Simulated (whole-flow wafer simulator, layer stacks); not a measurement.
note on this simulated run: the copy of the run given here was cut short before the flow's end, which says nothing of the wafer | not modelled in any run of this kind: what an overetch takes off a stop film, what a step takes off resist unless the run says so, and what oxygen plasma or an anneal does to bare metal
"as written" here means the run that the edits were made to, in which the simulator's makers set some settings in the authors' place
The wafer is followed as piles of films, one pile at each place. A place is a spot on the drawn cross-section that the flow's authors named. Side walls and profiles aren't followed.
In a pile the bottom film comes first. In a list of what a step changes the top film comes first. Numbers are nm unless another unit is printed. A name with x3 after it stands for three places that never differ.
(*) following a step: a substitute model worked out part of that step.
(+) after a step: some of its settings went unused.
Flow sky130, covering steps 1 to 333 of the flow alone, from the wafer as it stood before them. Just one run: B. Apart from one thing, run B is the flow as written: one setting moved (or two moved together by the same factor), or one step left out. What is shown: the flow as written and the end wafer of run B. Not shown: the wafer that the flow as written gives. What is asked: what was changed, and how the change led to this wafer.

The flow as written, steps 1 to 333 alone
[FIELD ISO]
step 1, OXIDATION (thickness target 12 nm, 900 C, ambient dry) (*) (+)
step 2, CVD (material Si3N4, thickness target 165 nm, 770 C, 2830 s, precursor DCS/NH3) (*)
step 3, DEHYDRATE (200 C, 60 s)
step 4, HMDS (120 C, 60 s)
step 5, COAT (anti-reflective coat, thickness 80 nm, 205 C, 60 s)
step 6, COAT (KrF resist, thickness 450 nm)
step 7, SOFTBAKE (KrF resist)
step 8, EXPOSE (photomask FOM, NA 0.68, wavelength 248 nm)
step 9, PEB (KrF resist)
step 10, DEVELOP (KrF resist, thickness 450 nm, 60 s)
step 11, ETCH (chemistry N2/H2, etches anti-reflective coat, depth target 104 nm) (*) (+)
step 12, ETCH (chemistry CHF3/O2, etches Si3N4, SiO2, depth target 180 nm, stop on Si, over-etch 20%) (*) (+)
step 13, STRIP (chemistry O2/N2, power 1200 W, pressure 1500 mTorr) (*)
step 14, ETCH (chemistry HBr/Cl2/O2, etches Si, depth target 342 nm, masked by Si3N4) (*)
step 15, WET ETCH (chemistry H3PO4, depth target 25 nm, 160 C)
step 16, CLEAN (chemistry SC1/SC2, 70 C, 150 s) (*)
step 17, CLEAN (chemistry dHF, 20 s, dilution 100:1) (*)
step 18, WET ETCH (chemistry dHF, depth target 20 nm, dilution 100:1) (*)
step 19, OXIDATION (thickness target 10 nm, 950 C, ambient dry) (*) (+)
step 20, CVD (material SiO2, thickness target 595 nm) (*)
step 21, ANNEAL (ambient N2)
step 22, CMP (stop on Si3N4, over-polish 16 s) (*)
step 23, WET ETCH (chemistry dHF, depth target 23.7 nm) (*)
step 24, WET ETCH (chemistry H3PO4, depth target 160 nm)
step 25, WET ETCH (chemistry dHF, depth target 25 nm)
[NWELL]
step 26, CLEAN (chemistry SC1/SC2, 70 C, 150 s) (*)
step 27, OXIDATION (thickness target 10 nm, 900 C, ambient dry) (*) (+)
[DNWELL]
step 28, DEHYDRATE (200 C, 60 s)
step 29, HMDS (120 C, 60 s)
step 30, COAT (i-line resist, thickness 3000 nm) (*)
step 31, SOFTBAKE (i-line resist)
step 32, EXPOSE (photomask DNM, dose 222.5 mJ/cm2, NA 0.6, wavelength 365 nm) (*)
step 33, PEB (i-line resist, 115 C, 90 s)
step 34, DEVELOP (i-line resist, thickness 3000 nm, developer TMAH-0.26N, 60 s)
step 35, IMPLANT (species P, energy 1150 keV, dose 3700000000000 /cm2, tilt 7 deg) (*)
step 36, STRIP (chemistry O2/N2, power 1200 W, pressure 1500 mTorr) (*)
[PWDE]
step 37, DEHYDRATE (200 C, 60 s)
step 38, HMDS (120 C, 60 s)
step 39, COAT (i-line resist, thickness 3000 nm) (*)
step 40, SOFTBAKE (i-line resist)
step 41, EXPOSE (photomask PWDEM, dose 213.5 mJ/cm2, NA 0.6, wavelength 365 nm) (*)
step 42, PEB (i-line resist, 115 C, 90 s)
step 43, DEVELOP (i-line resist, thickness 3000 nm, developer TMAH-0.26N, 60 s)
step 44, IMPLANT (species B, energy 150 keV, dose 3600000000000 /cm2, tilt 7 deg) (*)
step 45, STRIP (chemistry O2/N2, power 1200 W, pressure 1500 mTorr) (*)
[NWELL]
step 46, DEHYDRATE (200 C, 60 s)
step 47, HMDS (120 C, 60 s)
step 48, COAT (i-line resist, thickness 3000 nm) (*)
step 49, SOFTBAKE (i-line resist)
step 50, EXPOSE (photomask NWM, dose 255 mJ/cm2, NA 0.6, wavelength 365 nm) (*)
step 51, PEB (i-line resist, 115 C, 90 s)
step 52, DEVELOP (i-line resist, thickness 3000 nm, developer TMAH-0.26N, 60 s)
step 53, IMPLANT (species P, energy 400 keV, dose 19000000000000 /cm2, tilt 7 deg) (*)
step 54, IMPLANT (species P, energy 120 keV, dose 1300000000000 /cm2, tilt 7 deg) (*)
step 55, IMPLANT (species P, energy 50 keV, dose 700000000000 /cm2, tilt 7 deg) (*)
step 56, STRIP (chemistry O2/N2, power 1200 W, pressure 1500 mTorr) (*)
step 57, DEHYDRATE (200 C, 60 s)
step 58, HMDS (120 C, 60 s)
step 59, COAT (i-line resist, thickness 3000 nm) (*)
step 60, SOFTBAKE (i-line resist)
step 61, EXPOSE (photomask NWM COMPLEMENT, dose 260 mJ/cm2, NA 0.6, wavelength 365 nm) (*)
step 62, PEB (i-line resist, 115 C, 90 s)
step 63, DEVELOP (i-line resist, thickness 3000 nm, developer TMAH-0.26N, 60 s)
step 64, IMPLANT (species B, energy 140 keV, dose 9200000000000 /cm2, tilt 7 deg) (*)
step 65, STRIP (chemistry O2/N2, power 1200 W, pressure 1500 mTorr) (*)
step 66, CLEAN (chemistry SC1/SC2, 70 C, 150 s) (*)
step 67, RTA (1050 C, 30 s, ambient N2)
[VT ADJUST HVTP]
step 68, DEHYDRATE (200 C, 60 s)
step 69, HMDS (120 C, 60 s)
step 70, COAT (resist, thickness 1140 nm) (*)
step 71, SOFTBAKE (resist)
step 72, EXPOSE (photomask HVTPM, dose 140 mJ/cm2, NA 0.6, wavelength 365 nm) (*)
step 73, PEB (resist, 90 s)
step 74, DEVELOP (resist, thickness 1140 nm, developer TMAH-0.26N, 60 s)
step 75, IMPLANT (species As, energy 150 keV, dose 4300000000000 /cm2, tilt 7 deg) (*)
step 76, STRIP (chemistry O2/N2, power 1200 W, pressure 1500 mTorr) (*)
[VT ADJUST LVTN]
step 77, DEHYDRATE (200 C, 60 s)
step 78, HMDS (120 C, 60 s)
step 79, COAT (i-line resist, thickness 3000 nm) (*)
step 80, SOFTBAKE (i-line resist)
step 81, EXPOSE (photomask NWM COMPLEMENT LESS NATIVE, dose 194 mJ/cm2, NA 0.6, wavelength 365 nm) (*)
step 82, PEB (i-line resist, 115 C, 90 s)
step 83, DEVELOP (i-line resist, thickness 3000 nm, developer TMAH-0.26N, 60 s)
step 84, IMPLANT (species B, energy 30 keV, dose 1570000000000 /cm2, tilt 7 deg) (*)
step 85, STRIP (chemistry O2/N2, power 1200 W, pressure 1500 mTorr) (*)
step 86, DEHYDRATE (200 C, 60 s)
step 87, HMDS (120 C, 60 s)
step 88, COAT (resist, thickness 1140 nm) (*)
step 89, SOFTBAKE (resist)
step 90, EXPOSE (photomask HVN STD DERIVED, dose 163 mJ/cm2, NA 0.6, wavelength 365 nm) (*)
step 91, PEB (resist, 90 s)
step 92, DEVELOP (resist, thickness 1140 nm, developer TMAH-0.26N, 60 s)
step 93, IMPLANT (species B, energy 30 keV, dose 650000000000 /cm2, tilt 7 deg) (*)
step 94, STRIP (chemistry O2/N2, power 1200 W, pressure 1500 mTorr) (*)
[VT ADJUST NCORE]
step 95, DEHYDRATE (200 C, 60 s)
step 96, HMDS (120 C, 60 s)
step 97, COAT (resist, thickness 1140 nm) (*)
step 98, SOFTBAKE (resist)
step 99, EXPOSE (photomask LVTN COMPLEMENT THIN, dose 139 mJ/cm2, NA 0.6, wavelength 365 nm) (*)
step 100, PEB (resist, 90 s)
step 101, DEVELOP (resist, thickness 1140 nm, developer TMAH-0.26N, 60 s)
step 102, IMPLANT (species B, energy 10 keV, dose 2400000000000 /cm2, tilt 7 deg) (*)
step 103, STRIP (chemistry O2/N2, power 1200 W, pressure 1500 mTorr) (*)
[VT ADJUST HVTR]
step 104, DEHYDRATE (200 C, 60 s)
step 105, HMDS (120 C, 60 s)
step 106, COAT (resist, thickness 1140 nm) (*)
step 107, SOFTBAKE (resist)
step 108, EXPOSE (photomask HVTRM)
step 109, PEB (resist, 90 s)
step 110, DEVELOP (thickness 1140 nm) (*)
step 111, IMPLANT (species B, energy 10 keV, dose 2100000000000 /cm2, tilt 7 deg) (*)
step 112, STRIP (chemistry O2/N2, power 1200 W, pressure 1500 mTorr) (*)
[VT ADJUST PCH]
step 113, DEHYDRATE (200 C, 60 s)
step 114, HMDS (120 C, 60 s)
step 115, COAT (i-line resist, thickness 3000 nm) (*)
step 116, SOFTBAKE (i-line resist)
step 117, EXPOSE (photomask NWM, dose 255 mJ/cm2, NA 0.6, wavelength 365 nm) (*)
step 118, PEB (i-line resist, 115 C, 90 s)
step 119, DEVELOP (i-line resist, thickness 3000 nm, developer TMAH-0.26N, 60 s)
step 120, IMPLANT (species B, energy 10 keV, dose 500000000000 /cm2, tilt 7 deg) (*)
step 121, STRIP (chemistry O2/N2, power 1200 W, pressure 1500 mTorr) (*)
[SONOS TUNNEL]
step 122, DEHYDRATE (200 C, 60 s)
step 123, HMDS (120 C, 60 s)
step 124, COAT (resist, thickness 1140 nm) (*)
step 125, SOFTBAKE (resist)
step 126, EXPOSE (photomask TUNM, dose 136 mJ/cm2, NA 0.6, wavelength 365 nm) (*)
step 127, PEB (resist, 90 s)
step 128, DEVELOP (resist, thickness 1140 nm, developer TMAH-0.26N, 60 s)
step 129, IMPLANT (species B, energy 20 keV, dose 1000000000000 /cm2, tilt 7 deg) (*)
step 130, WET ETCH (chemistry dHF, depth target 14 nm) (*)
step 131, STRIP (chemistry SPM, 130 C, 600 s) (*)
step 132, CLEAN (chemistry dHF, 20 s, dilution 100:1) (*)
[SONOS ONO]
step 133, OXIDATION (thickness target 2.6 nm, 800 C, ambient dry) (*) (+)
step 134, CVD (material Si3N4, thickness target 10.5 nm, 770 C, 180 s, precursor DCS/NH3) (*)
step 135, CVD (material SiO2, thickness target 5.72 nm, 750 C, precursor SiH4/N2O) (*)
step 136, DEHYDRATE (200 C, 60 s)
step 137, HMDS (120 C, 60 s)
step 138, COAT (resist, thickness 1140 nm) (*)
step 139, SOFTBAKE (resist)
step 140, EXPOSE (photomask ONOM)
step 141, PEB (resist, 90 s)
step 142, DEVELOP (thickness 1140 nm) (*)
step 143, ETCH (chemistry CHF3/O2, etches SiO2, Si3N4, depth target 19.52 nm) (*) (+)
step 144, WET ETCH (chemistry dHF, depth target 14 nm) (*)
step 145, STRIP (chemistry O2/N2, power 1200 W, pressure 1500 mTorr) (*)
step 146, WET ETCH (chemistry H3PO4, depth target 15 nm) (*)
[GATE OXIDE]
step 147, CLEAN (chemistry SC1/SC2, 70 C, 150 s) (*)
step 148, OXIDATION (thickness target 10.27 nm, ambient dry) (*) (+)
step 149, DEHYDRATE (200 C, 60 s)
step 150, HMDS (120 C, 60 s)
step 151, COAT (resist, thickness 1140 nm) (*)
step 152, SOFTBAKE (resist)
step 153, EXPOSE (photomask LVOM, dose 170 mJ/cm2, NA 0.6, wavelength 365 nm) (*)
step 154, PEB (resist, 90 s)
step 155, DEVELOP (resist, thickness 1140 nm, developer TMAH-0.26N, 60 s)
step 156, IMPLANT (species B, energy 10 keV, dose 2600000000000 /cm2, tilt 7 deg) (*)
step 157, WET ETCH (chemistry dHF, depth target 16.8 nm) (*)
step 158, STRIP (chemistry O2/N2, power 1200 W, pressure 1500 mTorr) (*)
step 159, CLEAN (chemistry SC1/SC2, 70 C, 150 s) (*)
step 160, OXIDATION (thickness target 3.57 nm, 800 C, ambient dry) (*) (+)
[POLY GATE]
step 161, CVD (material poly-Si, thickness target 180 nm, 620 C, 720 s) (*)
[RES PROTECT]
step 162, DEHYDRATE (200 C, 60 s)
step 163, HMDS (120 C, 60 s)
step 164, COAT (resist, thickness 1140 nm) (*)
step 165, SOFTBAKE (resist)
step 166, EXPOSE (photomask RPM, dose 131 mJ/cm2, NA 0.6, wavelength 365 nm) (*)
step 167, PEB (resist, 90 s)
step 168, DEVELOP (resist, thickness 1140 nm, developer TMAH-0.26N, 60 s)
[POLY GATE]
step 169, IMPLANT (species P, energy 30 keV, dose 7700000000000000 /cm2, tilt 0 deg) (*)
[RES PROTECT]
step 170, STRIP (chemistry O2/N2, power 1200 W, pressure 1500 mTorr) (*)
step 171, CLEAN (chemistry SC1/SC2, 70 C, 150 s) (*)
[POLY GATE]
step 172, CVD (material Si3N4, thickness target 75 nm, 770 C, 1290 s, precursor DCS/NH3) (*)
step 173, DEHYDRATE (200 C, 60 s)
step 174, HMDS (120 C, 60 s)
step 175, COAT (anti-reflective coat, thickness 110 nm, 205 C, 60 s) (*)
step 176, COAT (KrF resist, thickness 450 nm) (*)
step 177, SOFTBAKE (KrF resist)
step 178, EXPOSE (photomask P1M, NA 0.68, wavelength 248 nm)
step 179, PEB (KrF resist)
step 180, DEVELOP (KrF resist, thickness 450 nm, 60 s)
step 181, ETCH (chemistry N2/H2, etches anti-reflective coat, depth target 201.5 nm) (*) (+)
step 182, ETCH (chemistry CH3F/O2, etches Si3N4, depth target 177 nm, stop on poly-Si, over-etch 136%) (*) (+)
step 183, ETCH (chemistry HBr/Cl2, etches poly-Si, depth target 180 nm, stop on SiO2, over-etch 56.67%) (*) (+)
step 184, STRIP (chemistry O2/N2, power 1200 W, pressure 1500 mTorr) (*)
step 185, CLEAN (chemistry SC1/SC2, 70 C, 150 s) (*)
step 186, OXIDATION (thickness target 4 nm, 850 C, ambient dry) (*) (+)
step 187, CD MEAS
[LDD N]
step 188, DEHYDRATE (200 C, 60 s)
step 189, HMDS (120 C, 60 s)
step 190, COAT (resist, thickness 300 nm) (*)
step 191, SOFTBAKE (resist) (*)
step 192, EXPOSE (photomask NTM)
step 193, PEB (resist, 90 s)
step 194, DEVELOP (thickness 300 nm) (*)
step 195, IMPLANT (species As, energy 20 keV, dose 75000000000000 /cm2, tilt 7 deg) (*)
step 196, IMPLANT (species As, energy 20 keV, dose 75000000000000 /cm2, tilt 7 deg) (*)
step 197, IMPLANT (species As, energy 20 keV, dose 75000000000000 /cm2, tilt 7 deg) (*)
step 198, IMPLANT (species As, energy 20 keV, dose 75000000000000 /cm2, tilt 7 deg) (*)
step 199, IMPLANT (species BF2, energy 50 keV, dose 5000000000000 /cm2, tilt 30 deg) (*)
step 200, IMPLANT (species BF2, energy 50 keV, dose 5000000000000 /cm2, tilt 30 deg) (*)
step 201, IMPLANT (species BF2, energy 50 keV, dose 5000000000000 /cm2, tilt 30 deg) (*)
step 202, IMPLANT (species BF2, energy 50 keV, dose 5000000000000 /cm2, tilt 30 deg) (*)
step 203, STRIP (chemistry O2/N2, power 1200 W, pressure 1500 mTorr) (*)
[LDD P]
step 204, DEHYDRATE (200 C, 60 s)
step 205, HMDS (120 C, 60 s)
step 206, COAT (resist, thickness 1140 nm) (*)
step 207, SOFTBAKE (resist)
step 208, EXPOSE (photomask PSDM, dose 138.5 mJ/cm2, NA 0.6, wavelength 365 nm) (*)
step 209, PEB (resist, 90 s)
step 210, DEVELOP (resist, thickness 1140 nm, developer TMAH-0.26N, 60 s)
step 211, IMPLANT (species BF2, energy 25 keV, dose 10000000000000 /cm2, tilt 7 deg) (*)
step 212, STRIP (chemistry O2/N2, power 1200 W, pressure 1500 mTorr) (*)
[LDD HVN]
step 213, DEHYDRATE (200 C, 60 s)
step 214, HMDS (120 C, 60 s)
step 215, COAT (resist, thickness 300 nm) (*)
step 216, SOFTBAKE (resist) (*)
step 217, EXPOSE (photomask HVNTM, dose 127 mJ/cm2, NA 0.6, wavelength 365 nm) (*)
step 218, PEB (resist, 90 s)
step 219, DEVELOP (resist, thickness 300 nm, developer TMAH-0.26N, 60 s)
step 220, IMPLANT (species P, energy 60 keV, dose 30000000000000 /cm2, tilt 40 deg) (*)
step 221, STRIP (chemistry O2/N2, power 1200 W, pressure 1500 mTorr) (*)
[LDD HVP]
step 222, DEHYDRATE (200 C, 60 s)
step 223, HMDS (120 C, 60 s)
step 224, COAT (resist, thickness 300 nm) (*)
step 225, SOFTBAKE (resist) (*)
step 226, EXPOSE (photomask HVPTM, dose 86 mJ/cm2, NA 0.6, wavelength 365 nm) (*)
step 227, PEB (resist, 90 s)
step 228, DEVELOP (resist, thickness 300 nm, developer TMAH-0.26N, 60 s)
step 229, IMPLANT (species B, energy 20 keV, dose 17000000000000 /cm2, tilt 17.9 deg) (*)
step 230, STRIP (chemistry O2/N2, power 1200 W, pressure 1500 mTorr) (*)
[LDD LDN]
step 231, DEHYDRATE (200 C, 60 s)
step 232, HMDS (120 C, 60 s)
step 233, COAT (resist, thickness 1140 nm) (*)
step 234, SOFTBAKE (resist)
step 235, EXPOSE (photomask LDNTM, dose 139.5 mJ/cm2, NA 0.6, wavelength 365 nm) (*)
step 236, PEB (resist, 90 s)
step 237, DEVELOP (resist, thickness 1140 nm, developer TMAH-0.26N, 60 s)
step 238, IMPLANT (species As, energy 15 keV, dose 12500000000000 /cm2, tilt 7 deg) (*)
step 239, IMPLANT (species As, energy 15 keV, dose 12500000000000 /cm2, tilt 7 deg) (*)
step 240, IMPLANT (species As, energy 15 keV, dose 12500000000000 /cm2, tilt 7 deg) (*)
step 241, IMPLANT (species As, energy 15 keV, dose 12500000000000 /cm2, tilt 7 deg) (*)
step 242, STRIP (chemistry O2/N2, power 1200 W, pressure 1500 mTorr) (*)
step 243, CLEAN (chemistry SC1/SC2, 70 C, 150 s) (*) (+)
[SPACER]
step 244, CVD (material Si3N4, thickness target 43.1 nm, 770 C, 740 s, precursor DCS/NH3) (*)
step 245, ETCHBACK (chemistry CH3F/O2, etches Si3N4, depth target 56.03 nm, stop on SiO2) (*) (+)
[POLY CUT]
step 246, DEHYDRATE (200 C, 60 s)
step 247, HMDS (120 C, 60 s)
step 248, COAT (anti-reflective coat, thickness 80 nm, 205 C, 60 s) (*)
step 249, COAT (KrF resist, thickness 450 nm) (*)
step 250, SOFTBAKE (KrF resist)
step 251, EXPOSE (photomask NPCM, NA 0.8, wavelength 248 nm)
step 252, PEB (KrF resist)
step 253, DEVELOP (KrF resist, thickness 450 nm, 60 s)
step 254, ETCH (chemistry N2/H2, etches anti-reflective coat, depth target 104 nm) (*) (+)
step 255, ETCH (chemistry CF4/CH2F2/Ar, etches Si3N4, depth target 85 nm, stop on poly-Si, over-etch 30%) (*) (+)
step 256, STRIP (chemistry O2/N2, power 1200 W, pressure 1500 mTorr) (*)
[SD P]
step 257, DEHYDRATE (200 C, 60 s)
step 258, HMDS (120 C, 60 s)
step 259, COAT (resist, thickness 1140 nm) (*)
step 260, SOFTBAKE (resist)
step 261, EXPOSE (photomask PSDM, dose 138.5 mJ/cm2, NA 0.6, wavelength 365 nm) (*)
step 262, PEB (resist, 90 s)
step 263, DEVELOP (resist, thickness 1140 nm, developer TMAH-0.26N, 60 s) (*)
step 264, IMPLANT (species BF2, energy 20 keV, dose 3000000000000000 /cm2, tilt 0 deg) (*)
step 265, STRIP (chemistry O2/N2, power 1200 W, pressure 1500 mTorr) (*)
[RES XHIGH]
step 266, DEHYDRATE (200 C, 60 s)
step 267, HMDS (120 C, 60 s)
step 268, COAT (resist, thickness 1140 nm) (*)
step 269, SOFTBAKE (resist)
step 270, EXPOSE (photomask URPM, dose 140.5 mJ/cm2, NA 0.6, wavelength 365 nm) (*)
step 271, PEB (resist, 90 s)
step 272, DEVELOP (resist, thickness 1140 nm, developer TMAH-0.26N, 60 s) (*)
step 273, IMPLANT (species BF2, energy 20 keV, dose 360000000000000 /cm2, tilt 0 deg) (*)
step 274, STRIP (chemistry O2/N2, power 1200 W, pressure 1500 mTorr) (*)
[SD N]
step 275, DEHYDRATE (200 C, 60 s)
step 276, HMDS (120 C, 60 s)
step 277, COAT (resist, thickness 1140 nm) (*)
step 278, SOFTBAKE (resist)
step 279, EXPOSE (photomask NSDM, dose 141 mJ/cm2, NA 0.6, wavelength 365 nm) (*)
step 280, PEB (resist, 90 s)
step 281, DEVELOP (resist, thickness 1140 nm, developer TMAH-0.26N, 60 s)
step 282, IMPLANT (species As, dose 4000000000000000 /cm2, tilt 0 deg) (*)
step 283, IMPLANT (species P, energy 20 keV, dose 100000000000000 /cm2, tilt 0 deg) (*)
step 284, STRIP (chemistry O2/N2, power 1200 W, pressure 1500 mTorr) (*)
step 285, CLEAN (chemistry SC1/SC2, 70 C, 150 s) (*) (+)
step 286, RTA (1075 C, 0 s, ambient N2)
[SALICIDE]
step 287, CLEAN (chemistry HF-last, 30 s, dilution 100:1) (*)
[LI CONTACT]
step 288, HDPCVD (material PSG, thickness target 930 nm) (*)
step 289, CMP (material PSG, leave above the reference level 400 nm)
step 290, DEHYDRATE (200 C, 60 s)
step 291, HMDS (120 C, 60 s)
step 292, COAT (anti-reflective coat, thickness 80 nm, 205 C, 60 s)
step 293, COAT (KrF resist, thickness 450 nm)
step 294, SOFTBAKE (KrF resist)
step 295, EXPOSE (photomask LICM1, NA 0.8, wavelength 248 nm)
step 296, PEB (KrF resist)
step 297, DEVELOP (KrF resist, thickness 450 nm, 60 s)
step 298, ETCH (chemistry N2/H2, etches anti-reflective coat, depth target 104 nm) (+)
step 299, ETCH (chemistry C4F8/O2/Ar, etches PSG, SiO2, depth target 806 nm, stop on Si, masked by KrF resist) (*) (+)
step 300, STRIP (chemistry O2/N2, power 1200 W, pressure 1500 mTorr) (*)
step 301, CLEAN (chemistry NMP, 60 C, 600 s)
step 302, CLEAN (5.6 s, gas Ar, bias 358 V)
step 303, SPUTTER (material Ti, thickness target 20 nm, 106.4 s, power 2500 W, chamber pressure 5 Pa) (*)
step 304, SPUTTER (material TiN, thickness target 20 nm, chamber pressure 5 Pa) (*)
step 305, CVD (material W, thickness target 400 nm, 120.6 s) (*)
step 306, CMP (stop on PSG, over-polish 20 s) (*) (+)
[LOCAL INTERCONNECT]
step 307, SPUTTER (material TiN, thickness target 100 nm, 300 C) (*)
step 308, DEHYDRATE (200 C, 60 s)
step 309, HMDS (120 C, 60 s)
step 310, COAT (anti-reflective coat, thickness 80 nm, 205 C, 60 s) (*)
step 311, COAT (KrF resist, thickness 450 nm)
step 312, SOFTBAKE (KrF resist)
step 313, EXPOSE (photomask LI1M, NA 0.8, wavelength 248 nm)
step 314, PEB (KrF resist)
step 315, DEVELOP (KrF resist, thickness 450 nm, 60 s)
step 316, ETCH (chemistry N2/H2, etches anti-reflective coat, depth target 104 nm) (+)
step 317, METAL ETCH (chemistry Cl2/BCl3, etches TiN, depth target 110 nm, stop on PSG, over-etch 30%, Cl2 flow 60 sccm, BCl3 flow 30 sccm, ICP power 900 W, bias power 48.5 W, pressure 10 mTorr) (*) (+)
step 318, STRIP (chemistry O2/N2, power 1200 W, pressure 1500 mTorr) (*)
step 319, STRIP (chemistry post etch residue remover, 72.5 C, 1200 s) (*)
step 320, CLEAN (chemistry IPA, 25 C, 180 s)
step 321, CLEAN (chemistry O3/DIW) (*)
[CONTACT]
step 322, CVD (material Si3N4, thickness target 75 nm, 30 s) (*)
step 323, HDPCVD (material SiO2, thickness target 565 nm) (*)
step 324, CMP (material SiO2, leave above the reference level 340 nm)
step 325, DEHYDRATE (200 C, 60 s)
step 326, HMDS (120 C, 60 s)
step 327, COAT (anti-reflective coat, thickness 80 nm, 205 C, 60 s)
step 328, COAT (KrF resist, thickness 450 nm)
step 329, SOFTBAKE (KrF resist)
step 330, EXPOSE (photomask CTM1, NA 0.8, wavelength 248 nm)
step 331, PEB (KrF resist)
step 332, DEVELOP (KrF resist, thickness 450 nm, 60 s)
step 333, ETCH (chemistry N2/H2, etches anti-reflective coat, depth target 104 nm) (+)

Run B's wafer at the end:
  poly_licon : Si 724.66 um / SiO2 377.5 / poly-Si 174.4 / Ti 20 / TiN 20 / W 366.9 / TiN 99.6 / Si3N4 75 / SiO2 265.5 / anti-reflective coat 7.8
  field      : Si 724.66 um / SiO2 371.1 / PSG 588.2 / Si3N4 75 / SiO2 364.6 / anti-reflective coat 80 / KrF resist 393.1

What caused this: step 333, ETCH: depth target 72.2 nm was run, whereas the flow has depth target 104 nm.

How this came from the change, step by step:
  step 333, ETCH (chemistry N2/H2, etches anti-reflective coat, depth target 104 nm) (+)
      poly_licon, ndiff_licon, ndiff_licon_cpp, rpo_hd_licon: -72.2 anti-reflective coat (in the flow as written it would be: -80 anti-reflective coat (all of it), -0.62 SiO2)
      field, active, n_well and 184 more: -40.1 KrF resist (in the flow as written it would be: -57.8 KrF resist)
